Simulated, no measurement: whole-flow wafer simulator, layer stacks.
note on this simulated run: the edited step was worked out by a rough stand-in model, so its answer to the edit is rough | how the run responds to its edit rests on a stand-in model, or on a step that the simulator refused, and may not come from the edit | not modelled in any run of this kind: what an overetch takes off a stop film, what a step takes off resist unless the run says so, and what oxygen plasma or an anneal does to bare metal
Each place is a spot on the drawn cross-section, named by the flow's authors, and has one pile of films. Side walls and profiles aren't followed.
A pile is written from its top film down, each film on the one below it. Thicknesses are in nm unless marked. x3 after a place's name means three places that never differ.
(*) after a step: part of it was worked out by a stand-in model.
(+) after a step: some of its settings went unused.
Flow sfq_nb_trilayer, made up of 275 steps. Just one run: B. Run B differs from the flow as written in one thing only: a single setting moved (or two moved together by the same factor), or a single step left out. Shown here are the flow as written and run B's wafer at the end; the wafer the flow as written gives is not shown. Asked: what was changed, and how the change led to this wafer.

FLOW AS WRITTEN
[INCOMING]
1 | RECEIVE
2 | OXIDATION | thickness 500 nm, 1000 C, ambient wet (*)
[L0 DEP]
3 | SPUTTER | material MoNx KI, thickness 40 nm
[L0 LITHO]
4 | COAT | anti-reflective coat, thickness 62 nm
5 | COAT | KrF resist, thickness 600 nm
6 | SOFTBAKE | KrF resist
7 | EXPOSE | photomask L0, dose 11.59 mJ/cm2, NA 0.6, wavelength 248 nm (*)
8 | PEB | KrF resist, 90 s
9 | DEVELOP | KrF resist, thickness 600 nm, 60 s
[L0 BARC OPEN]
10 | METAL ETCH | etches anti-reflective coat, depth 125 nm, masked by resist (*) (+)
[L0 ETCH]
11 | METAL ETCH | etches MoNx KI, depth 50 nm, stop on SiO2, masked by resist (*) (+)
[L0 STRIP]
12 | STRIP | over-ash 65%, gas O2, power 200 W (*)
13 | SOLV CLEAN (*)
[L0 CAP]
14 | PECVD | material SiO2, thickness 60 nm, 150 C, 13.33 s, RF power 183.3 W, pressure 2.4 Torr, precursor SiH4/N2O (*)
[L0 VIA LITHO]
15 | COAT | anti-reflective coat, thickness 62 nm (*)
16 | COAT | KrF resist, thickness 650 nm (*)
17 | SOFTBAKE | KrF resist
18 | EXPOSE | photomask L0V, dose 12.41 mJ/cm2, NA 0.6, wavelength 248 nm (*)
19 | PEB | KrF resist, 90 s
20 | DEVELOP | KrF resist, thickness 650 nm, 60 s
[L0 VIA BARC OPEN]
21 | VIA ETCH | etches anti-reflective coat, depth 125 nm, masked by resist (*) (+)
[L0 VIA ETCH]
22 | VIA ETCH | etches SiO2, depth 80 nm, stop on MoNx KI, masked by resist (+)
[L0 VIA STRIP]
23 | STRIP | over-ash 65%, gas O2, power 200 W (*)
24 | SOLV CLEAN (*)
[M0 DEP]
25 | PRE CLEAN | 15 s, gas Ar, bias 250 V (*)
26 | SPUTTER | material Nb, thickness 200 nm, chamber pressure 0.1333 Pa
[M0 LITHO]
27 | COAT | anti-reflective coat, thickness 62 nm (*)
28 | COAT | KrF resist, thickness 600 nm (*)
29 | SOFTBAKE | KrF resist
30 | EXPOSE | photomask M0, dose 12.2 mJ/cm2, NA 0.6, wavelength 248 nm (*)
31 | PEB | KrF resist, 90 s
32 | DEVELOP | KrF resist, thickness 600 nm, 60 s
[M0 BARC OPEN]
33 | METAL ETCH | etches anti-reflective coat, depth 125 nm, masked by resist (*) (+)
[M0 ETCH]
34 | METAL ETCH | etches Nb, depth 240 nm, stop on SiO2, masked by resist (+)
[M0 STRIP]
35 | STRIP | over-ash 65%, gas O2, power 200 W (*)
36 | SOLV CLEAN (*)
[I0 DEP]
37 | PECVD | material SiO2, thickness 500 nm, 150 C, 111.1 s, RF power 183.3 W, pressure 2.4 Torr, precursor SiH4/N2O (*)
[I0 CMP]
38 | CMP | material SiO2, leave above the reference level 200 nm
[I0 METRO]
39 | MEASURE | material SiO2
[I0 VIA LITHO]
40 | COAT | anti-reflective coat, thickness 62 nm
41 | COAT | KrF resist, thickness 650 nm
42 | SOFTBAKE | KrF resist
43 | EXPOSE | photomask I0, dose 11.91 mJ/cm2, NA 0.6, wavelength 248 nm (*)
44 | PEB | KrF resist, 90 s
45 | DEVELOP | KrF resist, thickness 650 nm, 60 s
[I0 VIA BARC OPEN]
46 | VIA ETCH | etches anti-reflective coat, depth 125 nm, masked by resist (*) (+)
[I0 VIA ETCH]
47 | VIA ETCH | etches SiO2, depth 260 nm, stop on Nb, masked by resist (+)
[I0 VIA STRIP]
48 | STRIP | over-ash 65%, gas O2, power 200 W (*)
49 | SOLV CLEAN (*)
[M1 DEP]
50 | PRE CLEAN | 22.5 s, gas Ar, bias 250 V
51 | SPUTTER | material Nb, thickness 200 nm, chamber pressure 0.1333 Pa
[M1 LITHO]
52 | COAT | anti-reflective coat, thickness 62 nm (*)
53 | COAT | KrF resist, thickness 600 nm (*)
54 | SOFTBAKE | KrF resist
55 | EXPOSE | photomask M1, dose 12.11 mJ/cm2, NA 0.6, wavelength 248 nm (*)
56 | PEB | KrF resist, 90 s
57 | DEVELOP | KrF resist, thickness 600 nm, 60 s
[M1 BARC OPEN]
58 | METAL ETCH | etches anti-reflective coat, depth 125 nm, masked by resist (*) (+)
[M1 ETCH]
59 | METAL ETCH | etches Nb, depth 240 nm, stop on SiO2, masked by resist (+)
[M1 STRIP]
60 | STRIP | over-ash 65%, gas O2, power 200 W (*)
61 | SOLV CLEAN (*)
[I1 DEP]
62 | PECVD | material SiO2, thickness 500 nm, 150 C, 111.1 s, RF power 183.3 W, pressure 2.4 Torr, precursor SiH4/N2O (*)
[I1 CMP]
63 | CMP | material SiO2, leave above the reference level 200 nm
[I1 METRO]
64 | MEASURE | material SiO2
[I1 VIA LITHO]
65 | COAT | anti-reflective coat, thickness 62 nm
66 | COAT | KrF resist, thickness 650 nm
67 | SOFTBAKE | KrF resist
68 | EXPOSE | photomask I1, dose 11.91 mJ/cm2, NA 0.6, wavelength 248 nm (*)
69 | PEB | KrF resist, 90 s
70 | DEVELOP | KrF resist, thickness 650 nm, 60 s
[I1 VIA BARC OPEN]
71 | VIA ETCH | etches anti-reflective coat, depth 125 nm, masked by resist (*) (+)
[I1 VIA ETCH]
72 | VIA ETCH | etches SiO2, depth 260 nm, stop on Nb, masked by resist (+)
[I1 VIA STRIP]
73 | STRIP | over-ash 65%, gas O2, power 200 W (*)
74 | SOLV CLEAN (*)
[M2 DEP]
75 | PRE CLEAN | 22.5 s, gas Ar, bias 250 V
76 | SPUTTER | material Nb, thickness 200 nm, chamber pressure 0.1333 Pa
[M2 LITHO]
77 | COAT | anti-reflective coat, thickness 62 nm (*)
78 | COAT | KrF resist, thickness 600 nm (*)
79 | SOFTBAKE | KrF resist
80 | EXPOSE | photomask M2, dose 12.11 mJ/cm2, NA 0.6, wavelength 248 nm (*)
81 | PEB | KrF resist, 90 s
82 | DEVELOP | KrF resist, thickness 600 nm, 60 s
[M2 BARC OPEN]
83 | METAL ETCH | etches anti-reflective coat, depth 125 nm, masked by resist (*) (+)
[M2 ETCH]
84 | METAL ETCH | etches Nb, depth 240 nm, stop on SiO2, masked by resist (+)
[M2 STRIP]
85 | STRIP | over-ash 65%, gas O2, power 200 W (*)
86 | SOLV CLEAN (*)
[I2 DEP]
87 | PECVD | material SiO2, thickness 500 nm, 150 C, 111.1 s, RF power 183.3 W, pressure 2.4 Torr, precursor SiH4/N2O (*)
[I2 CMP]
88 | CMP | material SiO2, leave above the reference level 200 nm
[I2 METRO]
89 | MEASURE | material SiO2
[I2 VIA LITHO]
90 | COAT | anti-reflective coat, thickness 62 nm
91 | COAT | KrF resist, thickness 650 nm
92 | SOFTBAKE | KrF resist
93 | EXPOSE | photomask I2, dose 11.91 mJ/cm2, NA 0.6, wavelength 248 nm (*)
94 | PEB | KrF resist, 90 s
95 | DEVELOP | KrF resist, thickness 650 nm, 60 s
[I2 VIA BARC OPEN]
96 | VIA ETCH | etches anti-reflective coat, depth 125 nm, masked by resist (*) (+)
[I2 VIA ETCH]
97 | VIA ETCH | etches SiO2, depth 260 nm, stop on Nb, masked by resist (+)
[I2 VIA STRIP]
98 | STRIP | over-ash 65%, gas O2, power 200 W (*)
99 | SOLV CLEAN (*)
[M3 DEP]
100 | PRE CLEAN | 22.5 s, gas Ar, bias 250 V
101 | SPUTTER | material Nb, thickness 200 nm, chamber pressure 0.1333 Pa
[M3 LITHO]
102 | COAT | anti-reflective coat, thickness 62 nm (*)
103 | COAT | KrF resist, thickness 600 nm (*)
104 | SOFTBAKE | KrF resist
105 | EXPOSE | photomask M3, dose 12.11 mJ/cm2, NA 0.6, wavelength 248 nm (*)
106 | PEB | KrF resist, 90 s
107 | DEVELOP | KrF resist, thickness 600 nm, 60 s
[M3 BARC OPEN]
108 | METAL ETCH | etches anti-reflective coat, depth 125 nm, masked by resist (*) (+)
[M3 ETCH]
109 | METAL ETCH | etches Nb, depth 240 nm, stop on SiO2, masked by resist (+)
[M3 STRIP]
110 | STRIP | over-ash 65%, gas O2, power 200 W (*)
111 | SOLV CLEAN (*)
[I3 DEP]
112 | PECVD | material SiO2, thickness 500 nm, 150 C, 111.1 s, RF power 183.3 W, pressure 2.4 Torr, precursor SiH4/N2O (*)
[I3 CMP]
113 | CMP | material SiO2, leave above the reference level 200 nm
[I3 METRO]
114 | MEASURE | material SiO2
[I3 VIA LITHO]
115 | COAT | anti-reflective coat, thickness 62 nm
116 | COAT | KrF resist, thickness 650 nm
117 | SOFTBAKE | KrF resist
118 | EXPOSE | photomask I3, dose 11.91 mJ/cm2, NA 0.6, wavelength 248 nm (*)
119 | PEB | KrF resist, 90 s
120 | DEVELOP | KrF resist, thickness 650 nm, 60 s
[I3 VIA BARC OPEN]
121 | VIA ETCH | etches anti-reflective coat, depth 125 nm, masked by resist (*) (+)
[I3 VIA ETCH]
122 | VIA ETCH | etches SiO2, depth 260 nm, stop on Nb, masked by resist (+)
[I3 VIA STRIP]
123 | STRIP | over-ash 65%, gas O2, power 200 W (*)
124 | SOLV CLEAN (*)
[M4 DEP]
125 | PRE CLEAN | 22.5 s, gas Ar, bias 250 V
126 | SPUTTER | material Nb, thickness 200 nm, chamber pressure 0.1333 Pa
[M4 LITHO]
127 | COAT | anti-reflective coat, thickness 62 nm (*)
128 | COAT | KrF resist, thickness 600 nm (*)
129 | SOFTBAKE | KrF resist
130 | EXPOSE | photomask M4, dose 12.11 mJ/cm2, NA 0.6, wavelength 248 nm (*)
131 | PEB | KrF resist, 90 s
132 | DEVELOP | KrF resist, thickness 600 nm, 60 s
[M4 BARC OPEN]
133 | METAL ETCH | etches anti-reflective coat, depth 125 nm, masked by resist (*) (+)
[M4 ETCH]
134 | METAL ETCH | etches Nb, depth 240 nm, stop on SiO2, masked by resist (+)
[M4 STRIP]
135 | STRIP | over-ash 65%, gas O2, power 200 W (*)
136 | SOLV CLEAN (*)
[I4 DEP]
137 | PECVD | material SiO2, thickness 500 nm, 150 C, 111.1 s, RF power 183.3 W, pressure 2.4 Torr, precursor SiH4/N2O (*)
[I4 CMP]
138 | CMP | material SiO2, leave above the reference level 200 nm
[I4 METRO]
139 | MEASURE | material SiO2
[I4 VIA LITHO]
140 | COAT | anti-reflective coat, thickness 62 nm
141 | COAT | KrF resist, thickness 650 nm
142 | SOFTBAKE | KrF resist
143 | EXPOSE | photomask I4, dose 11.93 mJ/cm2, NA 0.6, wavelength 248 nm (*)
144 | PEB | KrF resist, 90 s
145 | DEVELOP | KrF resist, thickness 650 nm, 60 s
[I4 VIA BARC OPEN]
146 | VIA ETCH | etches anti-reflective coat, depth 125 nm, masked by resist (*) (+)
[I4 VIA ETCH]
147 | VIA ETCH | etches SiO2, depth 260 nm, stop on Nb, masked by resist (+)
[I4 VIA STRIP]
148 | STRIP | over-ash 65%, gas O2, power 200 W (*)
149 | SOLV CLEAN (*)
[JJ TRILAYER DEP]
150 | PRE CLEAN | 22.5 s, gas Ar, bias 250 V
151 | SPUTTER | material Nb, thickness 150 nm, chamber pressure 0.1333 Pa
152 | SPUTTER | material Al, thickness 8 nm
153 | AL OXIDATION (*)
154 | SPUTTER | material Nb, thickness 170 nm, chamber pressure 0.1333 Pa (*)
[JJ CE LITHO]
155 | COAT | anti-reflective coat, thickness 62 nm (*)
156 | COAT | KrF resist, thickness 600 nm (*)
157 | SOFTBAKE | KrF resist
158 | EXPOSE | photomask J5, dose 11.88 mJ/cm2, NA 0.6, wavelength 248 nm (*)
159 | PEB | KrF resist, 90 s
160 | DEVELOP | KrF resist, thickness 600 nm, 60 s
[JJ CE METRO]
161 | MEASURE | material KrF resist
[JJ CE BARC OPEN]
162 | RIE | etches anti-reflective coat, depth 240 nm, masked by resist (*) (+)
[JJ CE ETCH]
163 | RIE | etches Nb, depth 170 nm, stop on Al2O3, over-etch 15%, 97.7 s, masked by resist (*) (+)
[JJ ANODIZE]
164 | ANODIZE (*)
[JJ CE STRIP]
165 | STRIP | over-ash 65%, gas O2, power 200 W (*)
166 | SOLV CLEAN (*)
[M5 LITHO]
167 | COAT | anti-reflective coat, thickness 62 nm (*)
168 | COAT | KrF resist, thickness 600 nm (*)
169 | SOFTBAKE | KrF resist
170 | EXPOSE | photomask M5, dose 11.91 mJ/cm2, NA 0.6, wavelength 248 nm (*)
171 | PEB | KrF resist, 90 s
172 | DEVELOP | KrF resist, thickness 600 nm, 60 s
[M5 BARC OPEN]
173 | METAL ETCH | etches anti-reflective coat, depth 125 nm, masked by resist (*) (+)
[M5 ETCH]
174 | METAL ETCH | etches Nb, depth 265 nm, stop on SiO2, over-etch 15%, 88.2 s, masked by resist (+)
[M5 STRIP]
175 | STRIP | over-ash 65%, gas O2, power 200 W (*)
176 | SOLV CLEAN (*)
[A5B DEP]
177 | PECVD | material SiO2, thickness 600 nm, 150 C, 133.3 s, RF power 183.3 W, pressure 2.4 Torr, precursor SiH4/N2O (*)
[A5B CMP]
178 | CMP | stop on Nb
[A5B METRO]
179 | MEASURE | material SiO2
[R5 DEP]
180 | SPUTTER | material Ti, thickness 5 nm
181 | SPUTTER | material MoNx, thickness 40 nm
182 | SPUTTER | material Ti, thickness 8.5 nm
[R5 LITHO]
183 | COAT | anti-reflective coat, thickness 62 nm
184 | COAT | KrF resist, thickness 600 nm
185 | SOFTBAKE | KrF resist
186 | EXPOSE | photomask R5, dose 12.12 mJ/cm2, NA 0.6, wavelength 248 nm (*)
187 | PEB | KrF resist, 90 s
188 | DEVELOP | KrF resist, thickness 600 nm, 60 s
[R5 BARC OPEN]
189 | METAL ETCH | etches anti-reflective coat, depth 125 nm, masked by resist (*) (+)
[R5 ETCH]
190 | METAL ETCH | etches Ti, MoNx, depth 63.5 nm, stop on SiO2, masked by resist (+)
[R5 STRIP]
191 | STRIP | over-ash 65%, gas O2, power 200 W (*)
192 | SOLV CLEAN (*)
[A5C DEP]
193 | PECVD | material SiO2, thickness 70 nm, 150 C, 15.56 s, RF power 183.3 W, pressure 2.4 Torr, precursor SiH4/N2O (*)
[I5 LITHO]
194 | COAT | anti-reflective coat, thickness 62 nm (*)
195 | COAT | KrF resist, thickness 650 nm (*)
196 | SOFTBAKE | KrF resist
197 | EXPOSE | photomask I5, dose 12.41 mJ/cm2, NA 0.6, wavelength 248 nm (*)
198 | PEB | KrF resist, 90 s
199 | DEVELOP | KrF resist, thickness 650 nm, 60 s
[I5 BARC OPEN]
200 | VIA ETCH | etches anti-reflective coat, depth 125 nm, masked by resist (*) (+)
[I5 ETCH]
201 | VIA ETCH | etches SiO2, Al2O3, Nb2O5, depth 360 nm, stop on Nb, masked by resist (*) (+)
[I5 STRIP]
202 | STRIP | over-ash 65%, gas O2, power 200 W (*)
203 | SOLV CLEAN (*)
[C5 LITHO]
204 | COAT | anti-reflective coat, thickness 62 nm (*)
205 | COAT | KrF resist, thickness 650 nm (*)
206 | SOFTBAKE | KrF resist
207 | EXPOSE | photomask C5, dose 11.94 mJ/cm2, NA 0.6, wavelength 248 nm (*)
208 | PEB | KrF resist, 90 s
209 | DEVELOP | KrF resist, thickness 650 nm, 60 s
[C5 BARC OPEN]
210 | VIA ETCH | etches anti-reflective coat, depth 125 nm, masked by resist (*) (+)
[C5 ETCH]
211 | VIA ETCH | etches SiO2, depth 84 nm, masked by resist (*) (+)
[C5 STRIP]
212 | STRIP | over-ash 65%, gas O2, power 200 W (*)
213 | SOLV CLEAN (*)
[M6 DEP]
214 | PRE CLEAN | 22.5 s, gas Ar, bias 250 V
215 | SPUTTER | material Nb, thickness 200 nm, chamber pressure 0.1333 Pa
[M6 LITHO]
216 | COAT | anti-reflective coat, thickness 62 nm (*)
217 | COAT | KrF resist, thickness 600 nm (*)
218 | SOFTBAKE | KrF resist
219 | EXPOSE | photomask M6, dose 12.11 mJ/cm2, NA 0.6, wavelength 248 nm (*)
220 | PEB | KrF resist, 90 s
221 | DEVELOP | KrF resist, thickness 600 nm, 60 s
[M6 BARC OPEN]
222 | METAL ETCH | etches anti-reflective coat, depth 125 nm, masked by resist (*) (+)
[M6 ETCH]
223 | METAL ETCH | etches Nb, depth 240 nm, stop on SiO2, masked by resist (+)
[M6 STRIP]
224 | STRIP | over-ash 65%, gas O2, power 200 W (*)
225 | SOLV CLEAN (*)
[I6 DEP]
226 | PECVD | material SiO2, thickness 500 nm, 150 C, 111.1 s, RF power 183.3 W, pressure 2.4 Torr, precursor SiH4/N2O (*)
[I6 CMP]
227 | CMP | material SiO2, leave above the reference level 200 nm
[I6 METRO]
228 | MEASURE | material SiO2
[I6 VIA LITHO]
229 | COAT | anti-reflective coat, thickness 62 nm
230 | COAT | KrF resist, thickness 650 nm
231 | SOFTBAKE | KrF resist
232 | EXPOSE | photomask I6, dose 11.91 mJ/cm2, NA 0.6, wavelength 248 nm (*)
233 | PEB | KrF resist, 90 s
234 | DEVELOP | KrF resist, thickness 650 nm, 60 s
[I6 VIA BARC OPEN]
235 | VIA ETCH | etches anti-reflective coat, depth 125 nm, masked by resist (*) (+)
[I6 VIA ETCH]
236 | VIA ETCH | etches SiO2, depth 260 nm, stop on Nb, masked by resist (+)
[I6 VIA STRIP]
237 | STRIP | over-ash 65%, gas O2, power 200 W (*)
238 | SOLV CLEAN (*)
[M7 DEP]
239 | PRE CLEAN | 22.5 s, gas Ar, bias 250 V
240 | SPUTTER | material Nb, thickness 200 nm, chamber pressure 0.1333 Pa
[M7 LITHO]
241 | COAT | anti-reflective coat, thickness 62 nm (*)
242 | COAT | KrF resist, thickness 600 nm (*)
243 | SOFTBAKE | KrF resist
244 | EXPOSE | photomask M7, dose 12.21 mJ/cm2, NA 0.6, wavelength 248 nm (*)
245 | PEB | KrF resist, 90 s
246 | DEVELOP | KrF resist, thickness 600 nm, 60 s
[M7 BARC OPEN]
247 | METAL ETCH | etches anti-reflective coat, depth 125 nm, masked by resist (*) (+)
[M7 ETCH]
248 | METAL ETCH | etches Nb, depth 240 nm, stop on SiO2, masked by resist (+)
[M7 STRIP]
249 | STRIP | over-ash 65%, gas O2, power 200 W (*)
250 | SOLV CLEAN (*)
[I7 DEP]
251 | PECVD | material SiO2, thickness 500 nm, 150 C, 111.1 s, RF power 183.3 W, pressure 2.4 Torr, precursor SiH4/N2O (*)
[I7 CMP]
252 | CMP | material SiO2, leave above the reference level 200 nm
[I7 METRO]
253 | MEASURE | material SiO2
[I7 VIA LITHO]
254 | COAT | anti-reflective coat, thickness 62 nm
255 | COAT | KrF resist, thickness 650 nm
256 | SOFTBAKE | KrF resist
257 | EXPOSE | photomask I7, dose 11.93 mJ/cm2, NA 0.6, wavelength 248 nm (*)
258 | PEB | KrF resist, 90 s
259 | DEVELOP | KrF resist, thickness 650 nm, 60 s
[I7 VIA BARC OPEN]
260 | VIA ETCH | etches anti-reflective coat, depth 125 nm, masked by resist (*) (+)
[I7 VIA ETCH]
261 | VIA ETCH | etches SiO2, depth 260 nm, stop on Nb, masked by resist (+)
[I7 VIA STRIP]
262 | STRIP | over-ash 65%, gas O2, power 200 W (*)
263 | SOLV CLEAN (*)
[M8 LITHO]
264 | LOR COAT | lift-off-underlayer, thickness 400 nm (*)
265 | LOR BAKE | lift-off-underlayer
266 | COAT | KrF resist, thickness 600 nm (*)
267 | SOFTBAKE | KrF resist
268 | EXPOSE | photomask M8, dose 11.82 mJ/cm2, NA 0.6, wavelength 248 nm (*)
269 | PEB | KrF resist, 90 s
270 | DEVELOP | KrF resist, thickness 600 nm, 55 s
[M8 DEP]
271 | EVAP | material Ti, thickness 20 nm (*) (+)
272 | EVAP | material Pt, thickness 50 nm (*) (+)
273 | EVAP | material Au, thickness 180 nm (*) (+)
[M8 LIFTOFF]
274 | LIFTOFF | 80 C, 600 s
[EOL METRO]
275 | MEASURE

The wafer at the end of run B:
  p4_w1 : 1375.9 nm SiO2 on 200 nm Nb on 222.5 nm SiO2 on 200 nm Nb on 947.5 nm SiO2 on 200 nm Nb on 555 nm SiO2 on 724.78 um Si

What caused this: step 87, PECVD: thickness 370 nm was run, while the flow as written has thickness 500 nm; step 87, PECVD: 82.22 s was run, where the flow has 111.1 s.

How this came from the change, step by step:
  87 | PECVD | material SiO2, thickness 500 nm, 150 C, 111.1 s, RF power 183.3 W, pressure 2.4 Torr, precursor SiH4/N2O (*)
      field_l, be, be_sur and 81 more: +370 SiO2 (in the flow as written it would be: +500 SiO2)
      v_sur, via_wl, via_w and 18 more: +370 SiO2 (new film) (in the flow as written it would be: +500 SiO2 (new film))
      (and at 1 other place as well)
  88 | CMP | material SiO2, leave above the reference level 200 nm
      field_l, be, be_sur and 81 more: nothing (in the flow as written it would be: -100 SiO2)
      v_sur, via_wl, via_w and 18 more: -170 SiO2 (in the flow as written it would be: -300 SiO2)
      (and at 1 other place as well)
  90 | COAT | anti-reflective coat, thickness 62 nm
      m0r_space_l, m0r_space_r, m6r_space_l, m6r_space_r, m7r_space_l, m7r_space_r: +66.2 anti-reflective coat (new film) (in the flow as written it would be: +62 anti-reflective coat (new film))
      via_wl, via_wr, via_sp: +59.7 anti-reflective coat (new film) (in the flow as written it would be: +62 anti-reflective coat (new film))
      (and at 36 other places as well)
  96 | VIA ETCH | etches anti-reflective coat, depth 125 nm, masked by resist (*) (+)
      field_l, v_sur, via_wl and 102 more: -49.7 KrF resist (in the flow as written it would be: -51.7 KrF resist)
      via_w: -59.6 anti-reflective coat (all of it), -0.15 SiO2 (in the flow as written it would be: -62 anti-reflective coat (all of it), -0.16 SiO2)
  98 | STRIP | over-ash 65%, gas O2, power 200 W (*)
      m0r_space_l, m0r_space_r, m6r_space_l, m6r_space_r, m7r_space_l, m7r_space_r: -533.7 KrF resist (all of it), -66.2 anti-reflective coat (all of it) (in the flow as written it would be: -528.6 KrF resist (all of it), -62 anti-reflective coat (all of it))
      m5r_space_l, m5r_space_r: -533.6 KrF resist (all of it), -64.5 anti-reflective coat (all of it) (in the flow as written it would be: -528.6 KrF resist (all of it), -62 anti-reflective coat (all of it))
      (and at 36 other places as well)
  102 | COAT | anti-reflective coat, thickness 62 nm (*)
      m0r_space_r, r5r_line_c, m6r_space_r, m7r_space_r: +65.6 anti-reflective coat (new film) (in the flow as written it would be: +62 anti-reflective coat (new film))
      wl_f_m6, wl_f_sr, wl_g_sl: +63.7 anti-reflective coat (new film) (in the flow as written it would be: +62 anti-reflective coat (new film))
      (and at 36 other places as well)
  103 | COAT | KrF resist, thickness 600 nm (*)
      via_wl: +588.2 KrF resist (new film) (in the flow as written it would be: +601.8 KrF resist (new film))
  108 | METAL ETCH | etches anti-reflective coat, depth 125 nm, masked by resist (*) (+)
      m0r_space_r, r5r_line_c, m6r_space_r, m7r_space_r: -65.6 anti-reflective coat (all of it) (in the flow as written it would be: -62 anti-reflective coat (all of it))
      wl_f_m6, wl_f_sr, wl_g_sl: -63.7 anti-reflective coat (all of it) (in the flow as written it would be: -62 anti-reflective coat (all of it))
      (and at 25 other places as well)
  110 | STRIP | over-ash 65%, gas O2, power 200 W (*)
      v_sur: -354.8 KrF resist (all of it), -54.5 anti-reflective coat (all of it) (in the flow as written it would be: -365.3 KrF resist (all of it), -61.1 anti-reflective coat (all of it))
      via_wl: -369.9 KrF resist (all of it), -33.4 anti-reflective coat (all of it) (in the flow as written it would be: -384.2 KrF resist (all of it), -34.2 anti-reflective coat (all of it))
      (and at 9 other places as well)
  113 | CMP | material SiO2, leave above the reference level 200 nm
      field_l, be, be_sur and 64 more: -70 SiO2 (in the flow as written it would be: -100 SiO2)
      p4_w1, p4_w2, p4_w3 and 6 more: -270 SiO2 (in the flow as written it would be: -300 SiO2)
      (and at 8 other places as well)
